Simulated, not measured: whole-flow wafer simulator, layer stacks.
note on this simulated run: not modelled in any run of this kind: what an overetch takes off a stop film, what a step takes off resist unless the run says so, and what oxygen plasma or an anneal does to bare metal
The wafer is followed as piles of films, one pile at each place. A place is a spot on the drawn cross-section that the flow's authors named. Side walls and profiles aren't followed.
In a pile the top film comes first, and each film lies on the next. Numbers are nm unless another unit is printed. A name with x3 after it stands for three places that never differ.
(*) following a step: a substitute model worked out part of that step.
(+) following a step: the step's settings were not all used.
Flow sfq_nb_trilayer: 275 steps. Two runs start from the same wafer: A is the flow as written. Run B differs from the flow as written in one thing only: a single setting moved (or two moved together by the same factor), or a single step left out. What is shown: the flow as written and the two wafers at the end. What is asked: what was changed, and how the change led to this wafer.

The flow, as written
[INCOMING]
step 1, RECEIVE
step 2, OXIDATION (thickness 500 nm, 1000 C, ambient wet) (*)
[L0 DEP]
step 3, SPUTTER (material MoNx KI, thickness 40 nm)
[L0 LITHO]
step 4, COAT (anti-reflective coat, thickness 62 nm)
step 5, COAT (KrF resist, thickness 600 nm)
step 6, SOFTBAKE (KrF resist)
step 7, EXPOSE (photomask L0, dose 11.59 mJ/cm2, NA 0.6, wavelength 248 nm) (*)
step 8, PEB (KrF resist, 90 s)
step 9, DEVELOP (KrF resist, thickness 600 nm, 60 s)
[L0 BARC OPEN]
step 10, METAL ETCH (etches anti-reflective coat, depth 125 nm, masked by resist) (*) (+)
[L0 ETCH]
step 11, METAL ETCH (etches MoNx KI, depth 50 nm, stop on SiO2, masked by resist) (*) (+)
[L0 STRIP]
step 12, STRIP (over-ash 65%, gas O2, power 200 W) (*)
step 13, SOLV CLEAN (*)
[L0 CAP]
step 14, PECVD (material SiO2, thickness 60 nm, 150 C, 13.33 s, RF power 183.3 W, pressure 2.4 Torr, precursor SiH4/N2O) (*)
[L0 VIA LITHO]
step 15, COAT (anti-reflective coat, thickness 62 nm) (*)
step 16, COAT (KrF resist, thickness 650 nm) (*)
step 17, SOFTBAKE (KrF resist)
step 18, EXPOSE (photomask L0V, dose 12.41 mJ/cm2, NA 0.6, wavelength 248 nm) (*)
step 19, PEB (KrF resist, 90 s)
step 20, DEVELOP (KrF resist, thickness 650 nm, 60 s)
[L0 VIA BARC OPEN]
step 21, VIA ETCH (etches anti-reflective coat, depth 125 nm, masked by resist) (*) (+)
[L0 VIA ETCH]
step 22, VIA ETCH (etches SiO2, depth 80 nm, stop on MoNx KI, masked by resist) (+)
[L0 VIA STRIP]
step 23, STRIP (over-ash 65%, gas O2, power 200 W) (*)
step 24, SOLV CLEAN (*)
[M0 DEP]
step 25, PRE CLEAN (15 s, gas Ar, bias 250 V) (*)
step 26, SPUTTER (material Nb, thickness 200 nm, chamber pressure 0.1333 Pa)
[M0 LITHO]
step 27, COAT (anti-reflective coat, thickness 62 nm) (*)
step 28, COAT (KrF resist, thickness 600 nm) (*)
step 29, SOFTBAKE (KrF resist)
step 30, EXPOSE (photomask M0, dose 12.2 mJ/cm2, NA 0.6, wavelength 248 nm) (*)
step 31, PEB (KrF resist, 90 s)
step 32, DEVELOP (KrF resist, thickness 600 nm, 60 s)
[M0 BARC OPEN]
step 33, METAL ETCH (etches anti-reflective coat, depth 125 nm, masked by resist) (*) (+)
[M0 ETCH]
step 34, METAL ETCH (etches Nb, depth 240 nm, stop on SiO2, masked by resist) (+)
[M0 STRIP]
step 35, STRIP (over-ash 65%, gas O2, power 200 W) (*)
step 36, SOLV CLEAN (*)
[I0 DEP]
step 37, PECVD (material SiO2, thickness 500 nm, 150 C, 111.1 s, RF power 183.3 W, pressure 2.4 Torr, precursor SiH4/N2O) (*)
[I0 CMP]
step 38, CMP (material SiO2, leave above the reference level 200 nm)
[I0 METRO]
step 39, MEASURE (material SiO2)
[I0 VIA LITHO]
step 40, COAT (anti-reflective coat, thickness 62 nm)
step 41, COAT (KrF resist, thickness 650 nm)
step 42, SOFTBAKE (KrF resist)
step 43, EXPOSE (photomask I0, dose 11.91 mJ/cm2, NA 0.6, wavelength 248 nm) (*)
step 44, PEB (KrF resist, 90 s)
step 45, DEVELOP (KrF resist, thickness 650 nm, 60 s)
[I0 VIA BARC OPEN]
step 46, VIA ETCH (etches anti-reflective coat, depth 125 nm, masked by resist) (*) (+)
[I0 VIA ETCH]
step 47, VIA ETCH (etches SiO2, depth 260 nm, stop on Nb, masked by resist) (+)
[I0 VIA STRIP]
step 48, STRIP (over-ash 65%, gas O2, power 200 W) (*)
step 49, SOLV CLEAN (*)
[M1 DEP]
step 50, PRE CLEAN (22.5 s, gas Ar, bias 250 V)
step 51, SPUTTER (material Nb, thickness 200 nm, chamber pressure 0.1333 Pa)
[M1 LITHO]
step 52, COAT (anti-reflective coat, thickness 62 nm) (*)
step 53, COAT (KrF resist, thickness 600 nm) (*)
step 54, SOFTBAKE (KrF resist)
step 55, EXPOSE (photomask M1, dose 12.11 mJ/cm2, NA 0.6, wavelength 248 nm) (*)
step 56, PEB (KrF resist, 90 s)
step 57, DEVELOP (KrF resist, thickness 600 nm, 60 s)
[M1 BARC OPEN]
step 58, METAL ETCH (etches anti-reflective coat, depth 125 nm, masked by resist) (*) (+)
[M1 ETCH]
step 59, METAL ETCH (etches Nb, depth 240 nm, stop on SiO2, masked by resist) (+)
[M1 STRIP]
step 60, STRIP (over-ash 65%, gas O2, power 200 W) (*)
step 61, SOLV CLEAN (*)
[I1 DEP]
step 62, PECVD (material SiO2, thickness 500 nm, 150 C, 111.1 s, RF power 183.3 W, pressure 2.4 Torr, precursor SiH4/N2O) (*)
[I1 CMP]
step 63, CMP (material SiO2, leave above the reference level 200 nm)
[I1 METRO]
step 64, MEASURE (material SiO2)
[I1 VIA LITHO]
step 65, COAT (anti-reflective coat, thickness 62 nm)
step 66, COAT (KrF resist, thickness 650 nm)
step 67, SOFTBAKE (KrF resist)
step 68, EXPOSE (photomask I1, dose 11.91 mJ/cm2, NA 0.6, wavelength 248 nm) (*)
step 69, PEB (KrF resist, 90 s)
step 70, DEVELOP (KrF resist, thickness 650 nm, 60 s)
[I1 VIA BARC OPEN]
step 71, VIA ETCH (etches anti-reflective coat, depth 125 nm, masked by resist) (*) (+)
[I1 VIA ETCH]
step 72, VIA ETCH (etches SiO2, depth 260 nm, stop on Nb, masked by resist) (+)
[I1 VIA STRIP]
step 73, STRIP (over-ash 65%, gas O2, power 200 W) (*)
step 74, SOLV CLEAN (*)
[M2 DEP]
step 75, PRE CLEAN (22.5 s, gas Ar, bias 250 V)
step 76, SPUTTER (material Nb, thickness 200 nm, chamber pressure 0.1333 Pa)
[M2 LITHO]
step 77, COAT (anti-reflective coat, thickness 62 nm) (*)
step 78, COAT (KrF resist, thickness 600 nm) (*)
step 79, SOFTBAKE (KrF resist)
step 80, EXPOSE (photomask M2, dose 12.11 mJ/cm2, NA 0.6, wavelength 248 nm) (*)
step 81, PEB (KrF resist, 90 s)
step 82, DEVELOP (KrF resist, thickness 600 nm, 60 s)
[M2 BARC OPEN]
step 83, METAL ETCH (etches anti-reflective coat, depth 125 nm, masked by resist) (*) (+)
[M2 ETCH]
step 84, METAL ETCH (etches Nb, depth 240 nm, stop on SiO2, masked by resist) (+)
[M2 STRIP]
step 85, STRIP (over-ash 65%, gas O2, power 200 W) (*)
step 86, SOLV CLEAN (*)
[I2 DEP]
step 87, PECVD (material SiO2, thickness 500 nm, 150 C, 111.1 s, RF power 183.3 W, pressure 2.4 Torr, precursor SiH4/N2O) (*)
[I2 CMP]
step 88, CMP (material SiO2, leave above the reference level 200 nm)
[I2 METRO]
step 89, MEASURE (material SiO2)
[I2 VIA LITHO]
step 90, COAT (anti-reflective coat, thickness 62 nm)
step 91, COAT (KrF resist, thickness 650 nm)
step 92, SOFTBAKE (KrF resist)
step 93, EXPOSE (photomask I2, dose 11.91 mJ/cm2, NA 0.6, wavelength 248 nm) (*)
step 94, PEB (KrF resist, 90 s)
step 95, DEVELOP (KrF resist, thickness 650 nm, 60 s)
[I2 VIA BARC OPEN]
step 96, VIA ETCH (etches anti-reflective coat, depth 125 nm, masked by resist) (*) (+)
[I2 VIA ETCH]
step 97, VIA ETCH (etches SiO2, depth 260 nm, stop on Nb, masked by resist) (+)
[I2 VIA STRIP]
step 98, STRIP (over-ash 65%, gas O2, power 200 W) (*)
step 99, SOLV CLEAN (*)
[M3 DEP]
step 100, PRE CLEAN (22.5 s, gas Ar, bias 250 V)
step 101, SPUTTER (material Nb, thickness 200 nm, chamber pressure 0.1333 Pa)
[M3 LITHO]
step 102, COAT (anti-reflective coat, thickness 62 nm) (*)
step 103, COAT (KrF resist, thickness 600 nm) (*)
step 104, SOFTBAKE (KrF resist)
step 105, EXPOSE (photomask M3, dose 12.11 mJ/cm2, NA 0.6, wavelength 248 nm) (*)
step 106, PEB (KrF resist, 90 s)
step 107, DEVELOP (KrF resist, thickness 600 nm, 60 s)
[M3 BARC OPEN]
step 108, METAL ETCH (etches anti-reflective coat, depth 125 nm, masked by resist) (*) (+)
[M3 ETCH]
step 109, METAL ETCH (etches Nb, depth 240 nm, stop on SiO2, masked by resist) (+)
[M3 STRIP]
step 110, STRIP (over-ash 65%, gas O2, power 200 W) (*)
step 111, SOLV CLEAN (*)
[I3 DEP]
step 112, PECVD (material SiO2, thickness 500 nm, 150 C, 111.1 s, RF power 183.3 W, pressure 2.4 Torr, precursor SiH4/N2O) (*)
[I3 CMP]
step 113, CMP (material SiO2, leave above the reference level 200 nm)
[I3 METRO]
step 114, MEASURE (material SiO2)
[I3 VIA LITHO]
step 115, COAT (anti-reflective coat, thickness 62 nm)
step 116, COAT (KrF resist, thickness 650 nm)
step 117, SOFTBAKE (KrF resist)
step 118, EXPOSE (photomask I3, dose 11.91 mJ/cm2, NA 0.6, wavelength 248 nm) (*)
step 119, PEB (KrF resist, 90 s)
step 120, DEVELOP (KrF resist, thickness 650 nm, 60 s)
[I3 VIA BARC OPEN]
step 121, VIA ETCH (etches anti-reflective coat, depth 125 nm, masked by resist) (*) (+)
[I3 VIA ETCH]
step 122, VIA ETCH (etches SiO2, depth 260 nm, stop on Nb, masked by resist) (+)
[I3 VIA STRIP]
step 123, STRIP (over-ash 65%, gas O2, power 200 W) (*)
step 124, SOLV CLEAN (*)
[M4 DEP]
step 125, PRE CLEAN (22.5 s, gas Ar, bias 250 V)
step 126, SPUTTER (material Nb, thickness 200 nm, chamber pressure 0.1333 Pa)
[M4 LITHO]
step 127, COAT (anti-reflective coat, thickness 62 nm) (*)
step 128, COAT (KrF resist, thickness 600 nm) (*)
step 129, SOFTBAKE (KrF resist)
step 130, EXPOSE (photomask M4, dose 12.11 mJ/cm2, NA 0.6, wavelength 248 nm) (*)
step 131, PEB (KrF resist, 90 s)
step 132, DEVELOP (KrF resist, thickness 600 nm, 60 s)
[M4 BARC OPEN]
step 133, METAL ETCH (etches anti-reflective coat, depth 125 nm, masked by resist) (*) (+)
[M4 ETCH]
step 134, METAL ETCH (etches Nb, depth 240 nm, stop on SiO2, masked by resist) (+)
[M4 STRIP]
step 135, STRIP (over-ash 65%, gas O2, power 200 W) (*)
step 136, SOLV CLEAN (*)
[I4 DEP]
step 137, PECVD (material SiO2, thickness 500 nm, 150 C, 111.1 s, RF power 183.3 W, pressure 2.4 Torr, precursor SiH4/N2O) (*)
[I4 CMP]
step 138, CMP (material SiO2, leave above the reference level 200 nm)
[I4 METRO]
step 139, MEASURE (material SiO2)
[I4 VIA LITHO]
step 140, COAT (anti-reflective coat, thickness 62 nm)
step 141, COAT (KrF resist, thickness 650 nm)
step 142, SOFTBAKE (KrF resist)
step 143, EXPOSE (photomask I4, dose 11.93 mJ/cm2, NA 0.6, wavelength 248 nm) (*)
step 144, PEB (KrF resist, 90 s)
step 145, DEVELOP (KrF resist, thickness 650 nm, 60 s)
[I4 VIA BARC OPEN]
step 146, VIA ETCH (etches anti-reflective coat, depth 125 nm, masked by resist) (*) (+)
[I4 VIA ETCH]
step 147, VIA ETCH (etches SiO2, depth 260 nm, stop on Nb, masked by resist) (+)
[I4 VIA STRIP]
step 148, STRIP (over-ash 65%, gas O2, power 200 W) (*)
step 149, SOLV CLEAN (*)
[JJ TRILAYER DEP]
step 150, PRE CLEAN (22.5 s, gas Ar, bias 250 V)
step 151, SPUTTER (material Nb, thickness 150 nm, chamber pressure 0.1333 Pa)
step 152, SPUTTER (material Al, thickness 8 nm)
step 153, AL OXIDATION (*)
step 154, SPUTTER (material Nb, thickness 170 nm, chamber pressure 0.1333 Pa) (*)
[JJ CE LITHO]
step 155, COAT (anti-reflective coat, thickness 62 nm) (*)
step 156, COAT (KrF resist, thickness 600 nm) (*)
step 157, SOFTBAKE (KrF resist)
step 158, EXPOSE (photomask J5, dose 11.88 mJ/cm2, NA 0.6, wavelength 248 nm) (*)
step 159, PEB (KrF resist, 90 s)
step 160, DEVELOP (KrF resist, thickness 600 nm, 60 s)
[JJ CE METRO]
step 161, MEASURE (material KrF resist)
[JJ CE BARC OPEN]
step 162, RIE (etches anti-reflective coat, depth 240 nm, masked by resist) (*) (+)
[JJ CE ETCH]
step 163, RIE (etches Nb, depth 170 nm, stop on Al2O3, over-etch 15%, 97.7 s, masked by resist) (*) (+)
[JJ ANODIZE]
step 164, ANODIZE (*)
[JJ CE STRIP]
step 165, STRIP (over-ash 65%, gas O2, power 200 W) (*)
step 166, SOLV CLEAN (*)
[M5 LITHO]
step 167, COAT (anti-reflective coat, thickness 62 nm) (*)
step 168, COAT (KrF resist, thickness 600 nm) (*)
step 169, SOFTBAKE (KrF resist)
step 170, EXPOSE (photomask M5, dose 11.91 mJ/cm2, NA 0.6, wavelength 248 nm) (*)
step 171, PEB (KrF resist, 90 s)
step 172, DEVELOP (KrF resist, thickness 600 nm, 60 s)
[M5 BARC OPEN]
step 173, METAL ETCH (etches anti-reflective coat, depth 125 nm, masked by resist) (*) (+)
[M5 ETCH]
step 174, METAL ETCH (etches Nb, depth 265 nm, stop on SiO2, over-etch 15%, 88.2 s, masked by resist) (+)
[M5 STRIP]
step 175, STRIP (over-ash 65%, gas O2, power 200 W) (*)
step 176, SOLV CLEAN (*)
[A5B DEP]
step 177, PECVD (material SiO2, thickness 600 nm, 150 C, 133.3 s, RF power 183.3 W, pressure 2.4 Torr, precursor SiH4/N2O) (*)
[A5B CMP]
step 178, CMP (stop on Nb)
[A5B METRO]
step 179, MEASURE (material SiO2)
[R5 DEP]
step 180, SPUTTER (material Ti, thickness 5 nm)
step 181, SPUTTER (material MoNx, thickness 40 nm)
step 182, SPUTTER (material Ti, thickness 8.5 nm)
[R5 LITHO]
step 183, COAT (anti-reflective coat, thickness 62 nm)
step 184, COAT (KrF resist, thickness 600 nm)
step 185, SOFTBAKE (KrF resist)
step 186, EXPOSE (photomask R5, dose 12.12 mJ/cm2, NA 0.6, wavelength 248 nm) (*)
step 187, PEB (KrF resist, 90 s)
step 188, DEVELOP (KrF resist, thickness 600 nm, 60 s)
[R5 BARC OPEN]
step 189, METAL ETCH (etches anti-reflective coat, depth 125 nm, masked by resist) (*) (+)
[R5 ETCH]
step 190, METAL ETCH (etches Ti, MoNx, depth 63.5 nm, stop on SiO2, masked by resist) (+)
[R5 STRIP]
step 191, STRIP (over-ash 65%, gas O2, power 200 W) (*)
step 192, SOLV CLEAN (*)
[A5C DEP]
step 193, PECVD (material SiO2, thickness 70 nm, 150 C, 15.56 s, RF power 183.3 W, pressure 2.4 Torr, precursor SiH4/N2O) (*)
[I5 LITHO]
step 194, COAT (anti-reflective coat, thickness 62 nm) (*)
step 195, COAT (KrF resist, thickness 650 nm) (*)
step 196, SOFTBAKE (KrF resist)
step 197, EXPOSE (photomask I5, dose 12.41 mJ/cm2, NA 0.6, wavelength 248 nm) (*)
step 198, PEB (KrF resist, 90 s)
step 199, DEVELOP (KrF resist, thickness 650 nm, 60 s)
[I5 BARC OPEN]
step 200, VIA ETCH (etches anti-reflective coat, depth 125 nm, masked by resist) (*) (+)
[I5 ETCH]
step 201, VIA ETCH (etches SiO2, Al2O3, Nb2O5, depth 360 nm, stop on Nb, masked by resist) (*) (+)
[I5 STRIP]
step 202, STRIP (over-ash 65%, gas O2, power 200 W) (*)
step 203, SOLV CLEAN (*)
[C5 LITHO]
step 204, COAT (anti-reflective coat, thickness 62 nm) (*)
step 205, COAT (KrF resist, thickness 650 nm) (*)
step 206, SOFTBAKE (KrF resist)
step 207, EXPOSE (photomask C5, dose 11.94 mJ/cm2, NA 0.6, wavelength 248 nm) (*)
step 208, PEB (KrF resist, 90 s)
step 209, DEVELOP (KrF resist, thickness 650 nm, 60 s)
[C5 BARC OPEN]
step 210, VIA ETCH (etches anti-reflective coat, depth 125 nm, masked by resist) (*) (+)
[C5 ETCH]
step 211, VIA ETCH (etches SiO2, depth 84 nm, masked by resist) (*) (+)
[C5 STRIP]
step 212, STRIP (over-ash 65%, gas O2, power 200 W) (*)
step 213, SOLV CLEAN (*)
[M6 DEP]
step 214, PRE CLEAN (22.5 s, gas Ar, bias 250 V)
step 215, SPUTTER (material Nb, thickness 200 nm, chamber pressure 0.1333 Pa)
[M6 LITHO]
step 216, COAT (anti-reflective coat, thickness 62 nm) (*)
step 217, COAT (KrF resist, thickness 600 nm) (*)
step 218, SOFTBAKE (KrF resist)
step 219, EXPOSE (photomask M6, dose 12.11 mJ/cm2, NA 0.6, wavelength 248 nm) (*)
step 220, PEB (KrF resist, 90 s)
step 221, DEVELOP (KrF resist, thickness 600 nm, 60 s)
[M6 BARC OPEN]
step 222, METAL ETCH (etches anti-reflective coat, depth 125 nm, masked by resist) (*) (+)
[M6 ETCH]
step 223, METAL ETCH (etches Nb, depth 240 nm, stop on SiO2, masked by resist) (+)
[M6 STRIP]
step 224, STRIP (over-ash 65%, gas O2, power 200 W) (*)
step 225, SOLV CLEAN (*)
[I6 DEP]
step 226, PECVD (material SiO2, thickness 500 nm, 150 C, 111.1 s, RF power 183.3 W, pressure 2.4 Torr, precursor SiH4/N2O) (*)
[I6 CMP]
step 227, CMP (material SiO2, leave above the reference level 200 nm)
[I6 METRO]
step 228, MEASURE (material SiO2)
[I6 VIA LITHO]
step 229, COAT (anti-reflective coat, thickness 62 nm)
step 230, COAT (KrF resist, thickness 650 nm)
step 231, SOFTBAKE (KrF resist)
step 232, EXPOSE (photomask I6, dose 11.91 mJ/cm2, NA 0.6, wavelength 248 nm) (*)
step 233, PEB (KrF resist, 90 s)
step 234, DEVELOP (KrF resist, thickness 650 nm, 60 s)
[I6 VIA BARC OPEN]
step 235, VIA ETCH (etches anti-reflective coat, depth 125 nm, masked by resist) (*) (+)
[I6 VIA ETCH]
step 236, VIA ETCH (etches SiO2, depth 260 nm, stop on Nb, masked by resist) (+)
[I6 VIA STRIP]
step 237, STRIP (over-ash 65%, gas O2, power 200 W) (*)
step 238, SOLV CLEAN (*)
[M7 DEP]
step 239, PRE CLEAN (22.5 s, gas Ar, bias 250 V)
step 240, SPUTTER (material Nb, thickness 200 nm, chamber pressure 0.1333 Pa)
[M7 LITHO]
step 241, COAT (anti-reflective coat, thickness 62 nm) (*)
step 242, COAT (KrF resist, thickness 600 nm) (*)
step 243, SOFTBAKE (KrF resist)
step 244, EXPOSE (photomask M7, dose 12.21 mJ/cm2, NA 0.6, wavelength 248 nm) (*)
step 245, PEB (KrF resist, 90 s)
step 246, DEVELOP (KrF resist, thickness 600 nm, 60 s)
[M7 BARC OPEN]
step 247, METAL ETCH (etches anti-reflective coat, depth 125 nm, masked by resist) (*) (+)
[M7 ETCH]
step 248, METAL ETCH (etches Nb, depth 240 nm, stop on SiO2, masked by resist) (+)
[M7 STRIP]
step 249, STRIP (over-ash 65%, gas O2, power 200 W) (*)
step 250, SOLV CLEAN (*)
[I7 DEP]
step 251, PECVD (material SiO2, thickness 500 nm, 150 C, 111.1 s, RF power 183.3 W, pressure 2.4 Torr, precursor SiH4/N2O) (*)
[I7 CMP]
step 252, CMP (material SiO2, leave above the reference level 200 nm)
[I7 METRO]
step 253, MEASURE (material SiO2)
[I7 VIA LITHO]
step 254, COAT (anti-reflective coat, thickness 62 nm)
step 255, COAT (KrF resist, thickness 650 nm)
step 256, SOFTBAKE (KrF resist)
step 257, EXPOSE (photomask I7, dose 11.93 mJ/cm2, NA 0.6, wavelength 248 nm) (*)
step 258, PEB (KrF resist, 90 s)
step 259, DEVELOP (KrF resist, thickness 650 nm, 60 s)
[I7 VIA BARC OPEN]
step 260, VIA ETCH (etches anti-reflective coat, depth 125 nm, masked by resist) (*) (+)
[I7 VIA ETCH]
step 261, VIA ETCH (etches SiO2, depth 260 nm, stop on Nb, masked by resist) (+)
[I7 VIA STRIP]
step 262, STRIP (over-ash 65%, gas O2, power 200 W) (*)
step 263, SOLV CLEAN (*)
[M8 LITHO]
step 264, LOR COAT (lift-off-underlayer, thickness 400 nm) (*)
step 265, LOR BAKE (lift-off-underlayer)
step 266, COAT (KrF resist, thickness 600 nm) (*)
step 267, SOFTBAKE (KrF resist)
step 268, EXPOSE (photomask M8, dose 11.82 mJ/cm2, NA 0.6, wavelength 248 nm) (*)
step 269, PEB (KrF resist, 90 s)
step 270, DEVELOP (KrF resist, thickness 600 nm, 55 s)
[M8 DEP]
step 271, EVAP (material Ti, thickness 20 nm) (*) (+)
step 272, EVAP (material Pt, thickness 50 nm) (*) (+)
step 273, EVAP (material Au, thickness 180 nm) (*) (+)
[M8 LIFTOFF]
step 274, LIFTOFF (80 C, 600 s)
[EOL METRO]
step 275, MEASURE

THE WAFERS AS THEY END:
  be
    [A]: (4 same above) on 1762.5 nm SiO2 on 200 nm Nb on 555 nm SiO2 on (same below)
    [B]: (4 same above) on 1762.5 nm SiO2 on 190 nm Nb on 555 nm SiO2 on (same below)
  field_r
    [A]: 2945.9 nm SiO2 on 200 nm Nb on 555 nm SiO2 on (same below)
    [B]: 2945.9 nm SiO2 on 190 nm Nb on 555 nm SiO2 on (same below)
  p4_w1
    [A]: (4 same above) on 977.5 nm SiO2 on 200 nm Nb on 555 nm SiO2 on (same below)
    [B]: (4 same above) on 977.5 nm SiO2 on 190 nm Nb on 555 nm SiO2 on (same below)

Cause: step 26, SPUTTER: thickness 190 nm was run, though the flow has thickness 200 nm.
One can read it off the wafer: be has Nb 190, and step 26 as written asks for 200 nm.

Step by step, how the change led to this:
  step 26, SPUTTER (material Nb, thickness 200 nm, chamber pressure 0.1333 Pa)
      field_l, v_sur, via_wl and 102 more: A Nb gains 200 (new film) | B Nb gains 190 (new film)
      l0v: A Nb gains 195.7 (new film) | B Nb gains 185.7 (new film)
  step 34, METAL ETCH (etches Nb, depth 240 nm, stop on SiO2, masked by resist) (+)
      moat, m0r_space_l x2: A Nb loses 200 (all of it) | B Nb loses 190 (all of it)
